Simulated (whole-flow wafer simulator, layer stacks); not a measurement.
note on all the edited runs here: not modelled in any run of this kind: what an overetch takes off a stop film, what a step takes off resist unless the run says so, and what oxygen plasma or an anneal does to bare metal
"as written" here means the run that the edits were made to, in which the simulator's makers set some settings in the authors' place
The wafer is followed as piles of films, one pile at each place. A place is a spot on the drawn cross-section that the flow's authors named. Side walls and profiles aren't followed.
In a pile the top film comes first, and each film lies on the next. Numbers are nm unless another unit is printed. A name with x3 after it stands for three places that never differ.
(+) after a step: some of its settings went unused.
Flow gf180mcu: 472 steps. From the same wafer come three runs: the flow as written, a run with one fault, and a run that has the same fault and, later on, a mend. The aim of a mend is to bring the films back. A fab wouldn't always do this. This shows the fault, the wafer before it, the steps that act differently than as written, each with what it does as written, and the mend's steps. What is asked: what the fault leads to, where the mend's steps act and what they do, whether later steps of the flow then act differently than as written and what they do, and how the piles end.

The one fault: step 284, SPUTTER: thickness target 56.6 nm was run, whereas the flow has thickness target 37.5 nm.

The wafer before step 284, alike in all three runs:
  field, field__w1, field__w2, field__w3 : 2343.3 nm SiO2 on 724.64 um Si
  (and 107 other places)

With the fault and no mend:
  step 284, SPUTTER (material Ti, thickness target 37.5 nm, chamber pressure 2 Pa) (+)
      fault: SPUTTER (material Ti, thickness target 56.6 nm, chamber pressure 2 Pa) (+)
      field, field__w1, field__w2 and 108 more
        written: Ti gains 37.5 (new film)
        fault: Ti gains 56.6 (new film)
  Later steps of the flow acting differently than as written:
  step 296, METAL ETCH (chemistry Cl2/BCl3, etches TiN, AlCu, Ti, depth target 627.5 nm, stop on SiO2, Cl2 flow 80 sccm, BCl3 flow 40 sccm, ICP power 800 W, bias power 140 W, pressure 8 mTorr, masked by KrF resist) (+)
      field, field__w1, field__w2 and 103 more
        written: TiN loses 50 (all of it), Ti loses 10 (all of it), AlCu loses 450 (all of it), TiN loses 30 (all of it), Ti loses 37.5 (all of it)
        fault: TiN loses 50 (all of it), Ti loses 10 (all of it), AlCu loses 450 (all of it), TiN loses 30 (all of it), Ti loses 56.6 (all of it)
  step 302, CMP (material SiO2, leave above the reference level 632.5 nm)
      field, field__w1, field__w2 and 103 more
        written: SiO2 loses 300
        fault: SiO2 loses 280.9
  At field__w8, contact, m1, m1__w1, m1_nw, the piles at the end differ from the flow's by more than 2% or 0.5 nm, whichever is larger.
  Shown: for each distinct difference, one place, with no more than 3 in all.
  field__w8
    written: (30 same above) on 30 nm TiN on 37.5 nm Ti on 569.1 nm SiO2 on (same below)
    fault: (30 same above) on 30 nm TiN on 56.6 nm Ti on 569.1 nm SiO2 on (same below)
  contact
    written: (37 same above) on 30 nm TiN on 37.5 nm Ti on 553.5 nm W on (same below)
    fault: (37 same above) on 30 nm TiN on 56.6 nm Ti on 553.5 nm W on (same below)

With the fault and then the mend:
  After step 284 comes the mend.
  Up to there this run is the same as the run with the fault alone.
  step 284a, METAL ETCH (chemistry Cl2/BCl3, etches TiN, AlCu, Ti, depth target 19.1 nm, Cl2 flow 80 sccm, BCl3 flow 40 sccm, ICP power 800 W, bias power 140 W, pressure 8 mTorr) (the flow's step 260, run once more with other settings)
      field, field__w1, field__w2 and 108 more
        Ti loses 19.1
  None of the later steps of the flow acts differently than as written at any place that is followed.
  By the end, the piles equal the flow's at every place that both follow.
